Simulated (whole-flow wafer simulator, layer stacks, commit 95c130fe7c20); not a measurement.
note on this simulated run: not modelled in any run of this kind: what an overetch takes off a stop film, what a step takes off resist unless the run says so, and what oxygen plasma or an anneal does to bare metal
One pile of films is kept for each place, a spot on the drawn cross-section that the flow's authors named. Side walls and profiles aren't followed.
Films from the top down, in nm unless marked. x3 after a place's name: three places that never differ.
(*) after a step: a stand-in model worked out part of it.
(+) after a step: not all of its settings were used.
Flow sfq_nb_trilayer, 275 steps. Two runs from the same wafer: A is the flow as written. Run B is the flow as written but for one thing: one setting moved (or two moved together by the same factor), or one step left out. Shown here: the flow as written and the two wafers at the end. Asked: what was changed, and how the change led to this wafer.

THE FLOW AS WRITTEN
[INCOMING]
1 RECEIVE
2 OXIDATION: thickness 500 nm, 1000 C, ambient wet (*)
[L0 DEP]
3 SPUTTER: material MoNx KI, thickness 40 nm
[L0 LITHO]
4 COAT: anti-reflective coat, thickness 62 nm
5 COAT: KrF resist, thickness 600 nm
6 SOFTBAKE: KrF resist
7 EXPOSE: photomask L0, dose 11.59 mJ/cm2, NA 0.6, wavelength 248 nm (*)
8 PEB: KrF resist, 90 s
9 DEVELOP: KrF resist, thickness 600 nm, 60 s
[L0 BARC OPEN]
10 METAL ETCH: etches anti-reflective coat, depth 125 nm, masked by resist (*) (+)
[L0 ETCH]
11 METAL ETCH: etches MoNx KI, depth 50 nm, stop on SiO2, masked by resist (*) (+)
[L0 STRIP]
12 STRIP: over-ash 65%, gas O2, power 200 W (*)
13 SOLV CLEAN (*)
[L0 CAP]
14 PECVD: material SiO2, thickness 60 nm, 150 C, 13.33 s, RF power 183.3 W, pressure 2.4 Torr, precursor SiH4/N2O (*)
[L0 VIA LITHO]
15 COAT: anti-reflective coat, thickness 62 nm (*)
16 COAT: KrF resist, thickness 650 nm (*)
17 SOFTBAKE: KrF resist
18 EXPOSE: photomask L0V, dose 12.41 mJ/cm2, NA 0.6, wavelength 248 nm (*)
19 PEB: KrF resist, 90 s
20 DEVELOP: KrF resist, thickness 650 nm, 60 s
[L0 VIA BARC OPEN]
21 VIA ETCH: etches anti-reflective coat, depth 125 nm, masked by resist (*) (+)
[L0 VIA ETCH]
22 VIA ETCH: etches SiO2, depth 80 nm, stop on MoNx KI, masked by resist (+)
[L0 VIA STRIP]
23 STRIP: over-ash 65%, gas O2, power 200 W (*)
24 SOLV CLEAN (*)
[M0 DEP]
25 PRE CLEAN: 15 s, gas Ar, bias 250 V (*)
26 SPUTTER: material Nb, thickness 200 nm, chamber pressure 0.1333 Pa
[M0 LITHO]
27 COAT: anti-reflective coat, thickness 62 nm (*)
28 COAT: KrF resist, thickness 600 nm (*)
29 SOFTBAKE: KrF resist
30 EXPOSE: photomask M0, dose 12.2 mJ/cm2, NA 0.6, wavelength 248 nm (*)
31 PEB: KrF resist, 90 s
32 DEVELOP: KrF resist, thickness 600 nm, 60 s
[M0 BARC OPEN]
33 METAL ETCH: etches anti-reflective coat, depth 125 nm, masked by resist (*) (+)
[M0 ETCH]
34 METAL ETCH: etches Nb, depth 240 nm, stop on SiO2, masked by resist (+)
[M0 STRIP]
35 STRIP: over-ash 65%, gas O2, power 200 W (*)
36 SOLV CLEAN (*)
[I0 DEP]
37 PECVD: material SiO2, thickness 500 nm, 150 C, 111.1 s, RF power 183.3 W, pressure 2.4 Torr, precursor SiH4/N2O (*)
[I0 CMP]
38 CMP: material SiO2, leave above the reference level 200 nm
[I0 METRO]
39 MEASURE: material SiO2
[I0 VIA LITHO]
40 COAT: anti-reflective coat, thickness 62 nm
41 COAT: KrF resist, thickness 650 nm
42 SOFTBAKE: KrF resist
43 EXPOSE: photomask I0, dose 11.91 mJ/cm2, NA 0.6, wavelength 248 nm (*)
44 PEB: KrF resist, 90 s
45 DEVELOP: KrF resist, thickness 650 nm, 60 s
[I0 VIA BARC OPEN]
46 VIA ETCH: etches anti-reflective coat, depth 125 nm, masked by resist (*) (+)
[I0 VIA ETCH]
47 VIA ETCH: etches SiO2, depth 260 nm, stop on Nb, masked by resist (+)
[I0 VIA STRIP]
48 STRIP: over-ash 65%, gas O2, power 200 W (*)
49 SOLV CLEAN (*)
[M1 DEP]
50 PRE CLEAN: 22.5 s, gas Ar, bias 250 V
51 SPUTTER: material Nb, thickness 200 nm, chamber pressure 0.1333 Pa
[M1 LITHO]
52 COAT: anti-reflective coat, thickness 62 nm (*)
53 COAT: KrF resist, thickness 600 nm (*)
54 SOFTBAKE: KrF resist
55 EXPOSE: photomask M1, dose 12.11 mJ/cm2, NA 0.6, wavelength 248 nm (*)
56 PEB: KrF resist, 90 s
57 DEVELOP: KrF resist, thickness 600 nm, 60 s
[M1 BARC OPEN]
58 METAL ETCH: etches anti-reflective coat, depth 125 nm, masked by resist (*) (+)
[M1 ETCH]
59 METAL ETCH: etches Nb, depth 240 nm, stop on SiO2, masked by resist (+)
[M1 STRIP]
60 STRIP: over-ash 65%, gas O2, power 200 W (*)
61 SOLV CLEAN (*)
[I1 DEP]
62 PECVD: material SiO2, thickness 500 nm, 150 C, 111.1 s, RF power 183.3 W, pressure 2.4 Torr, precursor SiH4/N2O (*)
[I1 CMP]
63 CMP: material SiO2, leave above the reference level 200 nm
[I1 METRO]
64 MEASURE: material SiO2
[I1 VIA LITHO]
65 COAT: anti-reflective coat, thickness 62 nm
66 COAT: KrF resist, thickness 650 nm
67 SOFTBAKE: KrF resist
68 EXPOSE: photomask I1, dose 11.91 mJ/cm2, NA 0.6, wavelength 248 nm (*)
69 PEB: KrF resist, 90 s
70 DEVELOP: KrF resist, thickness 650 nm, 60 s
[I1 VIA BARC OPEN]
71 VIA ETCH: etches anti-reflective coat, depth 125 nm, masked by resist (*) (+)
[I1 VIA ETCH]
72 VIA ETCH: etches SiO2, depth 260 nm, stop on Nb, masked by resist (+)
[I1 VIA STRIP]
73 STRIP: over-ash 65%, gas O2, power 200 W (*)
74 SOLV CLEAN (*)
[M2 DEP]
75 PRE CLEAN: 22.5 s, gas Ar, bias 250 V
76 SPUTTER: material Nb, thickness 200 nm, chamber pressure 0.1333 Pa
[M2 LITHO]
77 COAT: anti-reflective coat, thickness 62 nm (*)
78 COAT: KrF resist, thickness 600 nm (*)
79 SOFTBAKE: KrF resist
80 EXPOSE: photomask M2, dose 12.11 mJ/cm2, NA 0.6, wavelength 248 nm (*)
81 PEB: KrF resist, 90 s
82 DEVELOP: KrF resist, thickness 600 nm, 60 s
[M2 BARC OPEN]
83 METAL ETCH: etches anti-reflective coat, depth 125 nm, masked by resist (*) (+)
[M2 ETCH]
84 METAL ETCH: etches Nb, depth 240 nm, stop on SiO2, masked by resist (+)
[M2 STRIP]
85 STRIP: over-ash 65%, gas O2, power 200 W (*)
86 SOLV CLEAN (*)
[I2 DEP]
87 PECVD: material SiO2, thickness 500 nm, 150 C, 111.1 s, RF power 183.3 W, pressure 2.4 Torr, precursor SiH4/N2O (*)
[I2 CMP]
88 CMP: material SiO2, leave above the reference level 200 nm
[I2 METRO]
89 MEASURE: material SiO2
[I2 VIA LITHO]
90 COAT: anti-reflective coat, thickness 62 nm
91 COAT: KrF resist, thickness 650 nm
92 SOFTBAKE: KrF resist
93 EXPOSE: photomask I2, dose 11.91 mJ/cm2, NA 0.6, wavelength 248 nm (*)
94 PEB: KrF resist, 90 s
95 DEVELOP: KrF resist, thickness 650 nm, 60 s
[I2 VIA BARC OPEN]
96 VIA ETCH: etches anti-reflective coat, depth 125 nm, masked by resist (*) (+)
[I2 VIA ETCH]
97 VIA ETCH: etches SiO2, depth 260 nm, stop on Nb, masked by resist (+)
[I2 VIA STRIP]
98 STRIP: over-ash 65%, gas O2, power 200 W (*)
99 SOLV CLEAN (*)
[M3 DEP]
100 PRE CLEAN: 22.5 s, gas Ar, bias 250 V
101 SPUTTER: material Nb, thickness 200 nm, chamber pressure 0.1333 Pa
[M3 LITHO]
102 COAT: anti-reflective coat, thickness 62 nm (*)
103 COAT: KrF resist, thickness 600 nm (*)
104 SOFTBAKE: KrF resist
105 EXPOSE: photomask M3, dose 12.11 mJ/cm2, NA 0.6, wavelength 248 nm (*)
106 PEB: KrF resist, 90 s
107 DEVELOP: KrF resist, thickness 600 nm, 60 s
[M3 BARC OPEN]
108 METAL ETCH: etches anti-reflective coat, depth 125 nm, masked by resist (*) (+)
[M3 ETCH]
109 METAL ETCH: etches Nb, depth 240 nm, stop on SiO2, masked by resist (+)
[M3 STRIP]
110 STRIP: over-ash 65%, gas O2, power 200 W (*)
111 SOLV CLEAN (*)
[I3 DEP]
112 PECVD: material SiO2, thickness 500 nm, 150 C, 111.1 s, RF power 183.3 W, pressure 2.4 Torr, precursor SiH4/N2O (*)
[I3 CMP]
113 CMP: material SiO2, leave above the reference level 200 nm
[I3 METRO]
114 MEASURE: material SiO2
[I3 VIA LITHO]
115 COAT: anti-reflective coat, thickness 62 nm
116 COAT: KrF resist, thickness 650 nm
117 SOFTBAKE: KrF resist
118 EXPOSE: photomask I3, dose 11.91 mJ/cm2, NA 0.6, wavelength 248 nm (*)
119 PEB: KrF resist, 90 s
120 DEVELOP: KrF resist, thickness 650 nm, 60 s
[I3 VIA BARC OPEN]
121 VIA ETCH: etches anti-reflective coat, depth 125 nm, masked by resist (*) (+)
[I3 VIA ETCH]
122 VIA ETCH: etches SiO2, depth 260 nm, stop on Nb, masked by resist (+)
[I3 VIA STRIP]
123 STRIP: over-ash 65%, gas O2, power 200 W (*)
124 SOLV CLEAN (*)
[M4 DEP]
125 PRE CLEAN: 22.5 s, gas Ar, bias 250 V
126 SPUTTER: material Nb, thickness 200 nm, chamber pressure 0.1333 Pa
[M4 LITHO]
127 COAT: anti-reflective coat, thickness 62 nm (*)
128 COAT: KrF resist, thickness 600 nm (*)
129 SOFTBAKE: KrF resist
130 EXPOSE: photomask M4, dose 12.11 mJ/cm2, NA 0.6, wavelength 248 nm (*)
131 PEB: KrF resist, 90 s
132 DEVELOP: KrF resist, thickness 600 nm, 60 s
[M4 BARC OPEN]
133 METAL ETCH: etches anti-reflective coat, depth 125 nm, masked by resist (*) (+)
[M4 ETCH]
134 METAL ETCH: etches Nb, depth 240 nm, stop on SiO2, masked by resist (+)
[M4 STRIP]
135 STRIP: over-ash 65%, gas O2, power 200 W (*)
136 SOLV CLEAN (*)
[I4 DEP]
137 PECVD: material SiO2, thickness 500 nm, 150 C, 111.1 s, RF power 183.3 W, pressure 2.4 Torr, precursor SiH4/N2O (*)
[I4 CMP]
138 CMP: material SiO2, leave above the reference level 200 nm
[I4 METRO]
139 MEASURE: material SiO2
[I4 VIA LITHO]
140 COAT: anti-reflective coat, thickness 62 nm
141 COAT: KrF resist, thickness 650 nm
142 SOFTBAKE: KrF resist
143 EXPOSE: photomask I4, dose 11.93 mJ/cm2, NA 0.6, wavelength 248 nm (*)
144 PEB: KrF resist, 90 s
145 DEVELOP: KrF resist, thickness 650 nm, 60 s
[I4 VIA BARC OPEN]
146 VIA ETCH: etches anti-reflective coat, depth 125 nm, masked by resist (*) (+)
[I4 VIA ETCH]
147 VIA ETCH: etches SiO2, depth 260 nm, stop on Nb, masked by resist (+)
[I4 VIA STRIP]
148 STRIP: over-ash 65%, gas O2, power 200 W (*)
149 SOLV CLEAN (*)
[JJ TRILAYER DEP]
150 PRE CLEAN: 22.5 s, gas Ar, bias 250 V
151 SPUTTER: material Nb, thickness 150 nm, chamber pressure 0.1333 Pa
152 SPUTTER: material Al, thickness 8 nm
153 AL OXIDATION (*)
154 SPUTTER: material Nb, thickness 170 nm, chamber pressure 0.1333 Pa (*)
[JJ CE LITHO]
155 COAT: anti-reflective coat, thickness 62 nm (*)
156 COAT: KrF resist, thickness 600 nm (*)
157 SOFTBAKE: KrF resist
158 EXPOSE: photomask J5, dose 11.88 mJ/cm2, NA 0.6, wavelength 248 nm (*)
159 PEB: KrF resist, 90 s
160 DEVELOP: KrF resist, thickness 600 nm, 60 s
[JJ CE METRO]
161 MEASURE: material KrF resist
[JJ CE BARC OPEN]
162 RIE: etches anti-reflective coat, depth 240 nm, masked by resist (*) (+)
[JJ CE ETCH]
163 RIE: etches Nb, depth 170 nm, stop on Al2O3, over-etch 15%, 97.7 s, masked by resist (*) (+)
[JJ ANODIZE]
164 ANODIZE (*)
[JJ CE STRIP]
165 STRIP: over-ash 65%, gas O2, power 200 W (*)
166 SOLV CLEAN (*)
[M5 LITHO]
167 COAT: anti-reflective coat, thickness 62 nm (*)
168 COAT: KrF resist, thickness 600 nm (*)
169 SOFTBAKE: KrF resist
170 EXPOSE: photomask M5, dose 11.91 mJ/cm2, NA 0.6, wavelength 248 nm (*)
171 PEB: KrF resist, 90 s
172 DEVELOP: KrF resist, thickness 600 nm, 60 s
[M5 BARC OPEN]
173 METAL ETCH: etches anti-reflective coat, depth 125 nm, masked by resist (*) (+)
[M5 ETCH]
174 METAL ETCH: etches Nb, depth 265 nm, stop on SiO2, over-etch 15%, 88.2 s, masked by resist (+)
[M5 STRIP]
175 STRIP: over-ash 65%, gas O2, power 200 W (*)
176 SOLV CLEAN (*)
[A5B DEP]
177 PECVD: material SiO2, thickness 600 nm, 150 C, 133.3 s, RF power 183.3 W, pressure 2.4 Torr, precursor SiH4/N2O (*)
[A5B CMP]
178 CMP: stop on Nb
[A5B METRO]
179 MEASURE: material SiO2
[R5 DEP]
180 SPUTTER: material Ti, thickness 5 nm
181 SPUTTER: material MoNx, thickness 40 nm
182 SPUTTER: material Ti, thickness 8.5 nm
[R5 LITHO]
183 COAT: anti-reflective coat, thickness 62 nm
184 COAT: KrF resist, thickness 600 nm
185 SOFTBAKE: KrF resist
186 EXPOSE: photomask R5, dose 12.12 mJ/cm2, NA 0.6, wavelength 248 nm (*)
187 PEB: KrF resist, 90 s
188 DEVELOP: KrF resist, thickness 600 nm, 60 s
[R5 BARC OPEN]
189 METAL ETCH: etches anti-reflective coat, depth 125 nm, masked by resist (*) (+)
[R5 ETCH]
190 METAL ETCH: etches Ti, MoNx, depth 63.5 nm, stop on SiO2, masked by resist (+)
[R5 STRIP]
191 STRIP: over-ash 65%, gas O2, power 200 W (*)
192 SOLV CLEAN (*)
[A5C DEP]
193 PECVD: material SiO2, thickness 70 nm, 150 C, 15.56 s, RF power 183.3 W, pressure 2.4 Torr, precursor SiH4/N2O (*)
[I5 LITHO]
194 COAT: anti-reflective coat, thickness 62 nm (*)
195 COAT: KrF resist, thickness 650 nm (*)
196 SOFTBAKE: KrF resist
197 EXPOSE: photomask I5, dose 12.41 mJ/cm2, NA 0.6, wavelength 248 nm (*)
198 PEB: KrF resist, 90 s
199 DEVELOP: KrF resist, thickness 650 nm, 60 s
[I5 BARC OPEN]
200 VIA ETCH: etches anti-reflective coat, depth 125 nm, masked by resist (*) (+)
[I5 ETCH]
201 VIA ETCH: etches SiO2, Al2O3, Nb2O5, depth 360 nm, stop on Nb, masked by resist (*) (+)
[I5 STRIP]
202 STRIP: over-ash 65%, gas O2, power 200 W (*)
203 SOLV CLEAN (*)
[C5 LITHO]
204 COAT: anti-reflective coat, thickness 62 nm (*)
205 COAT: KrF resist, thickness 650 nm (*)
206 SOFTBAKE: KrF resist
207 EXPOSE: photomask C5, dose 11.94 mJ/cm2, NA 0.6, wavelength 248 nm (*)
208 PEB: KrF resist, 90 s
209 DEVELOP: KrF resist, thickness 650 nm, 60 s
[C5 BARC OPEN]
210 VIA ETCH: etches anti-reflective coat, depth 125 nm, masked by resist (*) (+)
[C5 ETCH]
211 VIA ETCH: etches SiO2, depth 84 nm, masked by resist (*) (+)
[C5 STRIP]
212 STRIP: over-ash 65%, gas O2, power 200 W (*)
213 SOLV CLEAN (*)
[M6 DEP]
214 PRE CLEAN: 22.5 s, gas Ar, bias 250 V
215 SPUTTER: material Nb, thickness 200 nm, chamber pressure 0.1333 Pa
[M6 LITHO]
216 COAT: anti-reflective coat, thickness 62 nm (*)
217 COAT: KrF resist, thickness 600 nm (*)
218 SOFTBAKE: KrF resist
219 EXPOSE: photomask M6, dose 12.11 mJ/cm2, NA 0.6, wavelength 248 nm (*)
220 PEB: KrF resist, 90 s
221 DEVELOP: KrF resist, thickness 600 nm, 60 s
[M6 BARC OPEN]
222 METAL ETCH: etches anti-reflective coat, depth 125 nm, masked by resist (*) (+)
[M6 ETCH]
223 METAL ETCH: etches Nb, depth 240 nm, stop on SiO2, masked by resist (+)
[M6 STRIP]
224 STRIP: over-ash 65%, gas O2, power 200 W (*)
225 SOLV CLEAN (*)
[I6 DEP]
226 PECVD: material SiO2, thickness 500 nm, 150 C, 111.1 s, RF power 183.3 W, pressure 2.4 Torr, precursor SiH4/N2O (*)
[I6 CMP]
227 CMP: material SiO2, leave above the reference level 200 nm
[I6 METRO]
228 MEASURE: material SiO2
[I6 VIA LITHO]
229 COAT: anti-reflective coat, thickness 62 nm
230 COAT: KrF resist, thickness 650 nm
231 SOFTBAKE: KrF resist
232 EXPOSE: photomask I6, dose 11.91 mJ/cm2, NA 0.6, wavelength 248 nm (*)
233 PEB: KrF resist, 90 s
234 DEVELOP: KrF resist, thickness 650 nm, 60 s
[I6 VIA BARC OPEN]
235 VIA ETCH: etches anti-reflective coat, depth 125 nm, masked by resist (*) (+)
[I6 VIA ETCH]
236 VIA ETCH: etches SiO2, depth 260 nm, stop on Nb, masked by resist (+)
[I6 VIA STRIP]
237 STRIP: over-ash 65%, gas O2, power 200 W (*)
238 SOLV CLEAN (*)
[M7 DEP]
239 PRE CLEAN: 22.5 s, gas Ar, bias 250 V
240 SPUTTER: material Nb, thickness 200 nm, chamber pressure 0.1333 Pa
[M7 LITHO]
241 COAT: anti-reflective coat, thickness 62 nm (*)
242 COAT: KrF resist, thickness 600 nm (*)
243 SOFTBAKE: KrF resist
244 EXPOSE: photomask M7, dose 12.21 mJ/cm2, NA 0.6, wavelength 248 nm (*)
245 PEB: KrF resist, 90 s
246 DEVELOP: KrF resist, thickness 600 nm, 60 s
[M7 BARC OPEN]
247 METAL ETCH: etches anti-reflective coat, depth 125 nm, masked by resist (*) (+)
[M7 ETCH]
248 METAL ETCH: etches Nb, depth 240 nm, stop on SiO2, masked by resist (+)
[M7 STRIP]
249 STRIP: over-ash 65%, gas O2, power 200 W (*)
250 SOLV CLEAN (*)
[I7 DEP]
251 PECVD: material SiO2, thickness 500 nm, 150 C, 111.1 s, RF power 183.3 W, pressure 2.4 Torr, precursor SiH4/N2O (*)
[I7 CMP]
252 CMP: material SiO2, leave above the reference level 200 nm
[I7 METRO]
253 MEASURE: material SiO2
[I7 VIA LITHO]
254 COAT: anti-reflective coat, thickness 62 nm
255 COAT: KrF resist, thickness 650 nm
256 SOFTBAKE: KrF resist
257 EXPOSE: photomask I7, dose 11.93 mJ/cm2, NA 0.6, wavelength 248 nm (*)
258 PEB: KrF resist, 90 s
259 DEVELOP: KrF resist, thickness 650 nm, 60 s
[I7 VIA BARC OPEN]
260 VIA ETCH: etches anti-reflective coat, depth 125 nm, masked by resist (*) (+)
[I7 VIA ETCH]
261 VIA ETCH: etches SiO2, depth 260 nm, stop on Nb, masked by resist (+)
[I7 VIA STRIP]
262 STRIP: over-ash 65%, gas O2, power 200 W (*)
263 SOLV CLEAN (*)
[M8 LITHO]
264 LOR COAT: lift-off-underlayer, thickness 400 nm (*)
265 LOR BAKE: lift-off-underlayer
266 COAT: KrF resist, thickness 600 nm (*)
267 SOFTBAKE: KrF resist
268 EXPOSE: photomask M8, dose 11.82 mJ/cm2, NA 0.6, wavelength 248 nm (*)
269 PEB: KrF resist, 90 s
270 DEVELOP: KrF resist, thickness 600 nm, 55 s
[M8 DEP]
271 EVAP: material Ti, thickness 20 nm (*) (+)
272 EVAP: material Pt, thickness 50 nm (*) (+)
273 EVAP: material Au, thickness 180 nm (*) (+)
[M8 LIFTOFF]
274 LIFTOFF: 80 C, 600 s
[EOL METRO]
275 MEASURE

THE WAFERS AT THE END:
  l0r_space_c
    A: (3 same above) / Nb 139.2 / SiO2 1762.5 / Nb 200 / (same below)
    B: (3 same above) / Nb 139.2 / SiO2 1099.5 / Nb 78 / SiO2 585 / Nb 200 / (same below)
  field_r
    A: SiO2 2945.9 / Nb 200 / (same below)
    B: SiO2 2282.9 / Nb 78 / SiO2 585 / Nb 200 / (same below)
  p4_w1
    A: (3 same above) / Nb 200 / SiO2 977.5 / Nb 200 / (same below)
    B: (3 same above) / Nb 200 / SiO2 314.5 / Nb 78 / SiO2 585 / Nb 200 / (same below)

The cause: step 84, METAL ETCH: depth 122 nm was run, where the flow has depth 240 nm.

How the change led to this, step by step:
  84 METAL ETCH: etches Nb, depth 240 nm, stop on SiO2, masked by resist (+)
      field_l, be, be_sur and 81 more: A Nb -200 (all of it) | B Nb -122
      v_sur, via_wl, via_w and 19 more: A KrF resist -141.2 | B KrF resist -71.8
  85 STRIP: over-ash 65%, gas O2, power 200 W (*)
      wl_j_sl, wl_jj, wl_j_sr and 12 more: A KrF resist -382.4 (all of it), anti-reflective coat -62 (all of it) | B KrF resist -451.8 (all of it), anti-reflective coat -62 (all of it)
      v_sur: A KrF resist -380 (all of it), anti-reflective coat -61.4 (all of it) | B KrF resist -449.5 (all of it), anti-reflective coat -61.4 (all of it)
      (and at 6 more places)
  87 PECVD: material SiO2, thickness 500 nm, 150 C, 111.1 s, RF power 183.3 W, pressure 2.4 Torr, precursor SiH4/N2O (*)
      field_l, be, be_sur and 81 more: A SiO2 +500 | B SiO2 +500 (new film)
  88 CMP: material SiO2, leave above the reference level 200 nm
      field_l, be, be_sur and 81 more: A SiO2 -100 | B SiO2 -178
Counting metal films that touch as one body, l0r_space_c has 3 bodies (between them, from the top down: SiO2 1099.5; SiO2 585); the flow as written gives 2 bodies (between them, from the top down: SiO2 1762.5).
Counting metal films that touch as one body, field_r has 2 bodies (between them, from the top down: SiO2 585); the flow as written gives 1 body.
Counting metal films that touch as one body, p4_w1 has 4 bodies (between them, from the top down: SiO2 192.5; SiO2 314.5; SiO2 585); the flow as written gives 3 bodies (between them, from the top down: SiO2 192.5; SiO2 977.5).
